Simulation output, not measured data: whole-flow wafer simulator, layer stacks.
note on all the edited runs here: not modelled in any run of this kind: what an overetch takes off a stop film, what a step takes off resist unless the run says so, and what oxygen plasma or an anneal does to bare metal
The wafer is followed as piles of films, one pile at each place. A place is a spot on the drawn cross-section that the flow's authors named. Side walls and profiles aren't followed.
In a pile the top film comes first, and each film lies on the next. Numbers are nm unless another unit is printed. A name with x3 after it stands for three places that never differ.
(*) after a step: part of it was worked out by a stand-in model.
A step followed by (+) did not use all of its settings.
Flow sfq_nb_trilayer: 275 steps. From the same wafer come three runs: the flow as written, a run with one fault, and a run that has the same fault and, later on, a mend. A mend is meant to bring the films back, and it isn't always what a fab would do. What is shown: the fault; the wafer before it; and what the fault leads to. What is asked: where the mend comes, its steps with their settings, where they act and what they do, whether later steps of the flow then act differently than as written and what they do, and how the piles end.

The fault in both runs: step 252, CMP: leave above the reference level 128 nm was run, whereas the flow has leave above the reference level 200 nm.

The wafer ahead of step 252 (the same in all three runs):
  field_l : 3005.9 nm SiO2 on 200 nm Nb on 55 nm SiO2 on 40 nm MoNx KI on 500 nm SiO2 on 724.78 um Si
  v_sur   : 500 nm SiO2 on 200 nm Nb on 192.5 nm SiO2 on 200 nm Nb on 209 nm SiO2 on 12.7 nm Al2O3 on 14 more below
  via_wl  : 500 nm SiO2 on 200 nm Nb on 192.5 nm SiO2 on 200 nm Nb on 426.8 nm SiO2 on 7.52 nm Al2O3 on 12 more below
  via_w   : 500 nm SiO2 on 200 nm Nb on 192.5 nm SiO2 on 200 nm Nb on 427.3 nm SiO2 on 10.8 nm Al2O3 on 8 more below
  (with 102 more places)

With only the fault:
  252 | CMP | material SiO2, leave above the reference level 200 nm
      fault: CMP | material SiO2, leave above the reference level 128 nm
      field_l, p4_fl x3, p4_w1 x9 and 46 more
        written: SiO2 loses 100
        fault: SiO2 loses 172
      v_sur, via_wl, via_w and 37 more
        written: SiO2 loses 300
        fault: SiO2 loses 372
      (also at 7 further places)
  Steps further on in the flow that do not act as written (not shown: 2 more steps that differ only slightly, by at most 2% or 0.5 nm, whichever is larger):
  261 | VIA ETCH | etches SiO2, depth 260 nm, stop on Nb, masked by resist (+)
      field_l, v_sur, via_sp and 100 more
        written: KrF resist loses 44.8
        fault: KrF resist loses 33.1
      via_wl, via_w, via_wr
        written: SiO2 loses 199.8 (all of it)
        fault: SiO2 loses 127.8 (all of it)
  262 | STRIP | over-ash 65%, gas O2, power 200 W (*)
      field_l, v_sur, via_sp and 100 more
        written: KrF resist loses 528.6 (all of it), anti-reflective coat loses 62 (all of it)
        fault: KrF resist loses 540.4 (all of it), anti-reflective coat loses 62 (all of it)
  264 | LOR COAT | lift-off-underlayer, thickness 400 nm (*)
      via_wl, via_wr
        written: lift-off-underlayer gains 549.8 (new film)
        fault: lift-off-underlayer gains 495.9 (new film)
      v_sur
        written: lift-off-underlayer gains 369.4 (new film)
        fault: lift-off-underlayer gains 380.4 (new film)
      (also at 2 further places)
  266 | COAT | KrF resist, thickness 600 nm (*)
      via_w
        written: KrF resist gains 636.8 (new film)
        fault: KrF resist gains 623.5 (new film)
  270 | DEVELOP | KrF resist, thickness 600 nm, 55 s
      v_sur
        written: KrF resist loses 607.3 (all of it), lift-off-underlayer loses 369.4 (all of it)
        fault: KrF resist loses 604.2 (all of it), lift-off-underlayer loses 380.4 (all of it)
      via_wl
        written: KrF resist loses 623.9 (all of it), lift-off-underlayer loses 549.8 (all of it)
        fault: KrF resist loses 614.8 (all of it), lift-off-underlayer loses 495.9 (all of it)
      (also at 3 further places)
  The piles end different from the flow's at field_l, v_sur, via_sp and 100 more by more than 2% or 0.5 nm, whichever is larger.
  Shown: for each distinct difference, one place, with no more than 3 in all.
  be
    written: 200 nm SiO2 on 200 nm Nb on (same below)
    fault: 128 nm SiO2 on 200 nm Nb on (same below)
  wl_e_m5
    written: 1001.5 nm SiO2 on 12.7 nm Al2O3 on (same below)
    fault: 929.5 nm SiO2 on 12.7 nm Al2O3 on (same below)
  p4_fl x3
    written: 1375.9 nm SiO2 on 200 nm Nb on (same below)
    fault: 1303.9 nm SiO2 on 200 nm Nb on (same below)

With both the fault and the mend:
  The mend follows step 259.
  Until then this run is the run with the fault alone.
  259a | STRIP | over-ash 65%, gas O2, power 200 W (*)
      field_l, v_sur, via_sp and 100 more
        KrF resist loses 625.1 (all of it), anti-reflective coat loses 62 (all of it)
      via_wl, via_w, via_wr
        anti-reflective coat loses 62 (all of it)
  259b | PECVD | material SiO2, thickness 72 nm, 150 C, 16 s, RF power 183.3 W, pressure 2.4 Torr, precursor SiH4/N2O (the flow's step 251 again, with other settings)
      field_l, v_sur, via_wl and 103 more
        SiO2 gains 72
  259c | COAT | anti-reflective coat, thickness 62 nm (the flow's step 254 again)
      field_l, v_sur, via_wl and 103 more
        anti-reflective coat gains 62 (new film)
  259d | COAT | KrF resist, thickness 650 nm (the flow's step 255 again)
      field_l, v_sur, via_wl and 103 more
        KrF resist gains 650 (new film)
  259e | SOFTBAKE | KrF resist (the flow's step 256 again)
      alters no film at any place that is followed
  259f | EXPOSE | photomask I7, dose 11.93 mJ/cm2, NA 0.6, wavelength 248 nm (*) (the flow's step 257 again)
      alters no film at any place that is followed
  259g | PEB | KrF resist, 90 s (the flow's step 258 again)
      field_l, v_sur, via_wl and 103 more
        KrF resist loses 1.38
  259h | DEVELOP | KrF resist, thickness 650 nm, 60 s (the flow's step 259 again)
      field_l, v_sur, via_sp and 100 more
        KrF resist loses 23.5
      via_wl, via_w, via_wr
        KrF resist loses 648.6 (all of it)
  None of the later steps of the flow acts differently than as written at any place that is followed.
  By the end, the piles equal the flow's at every place that both follow.
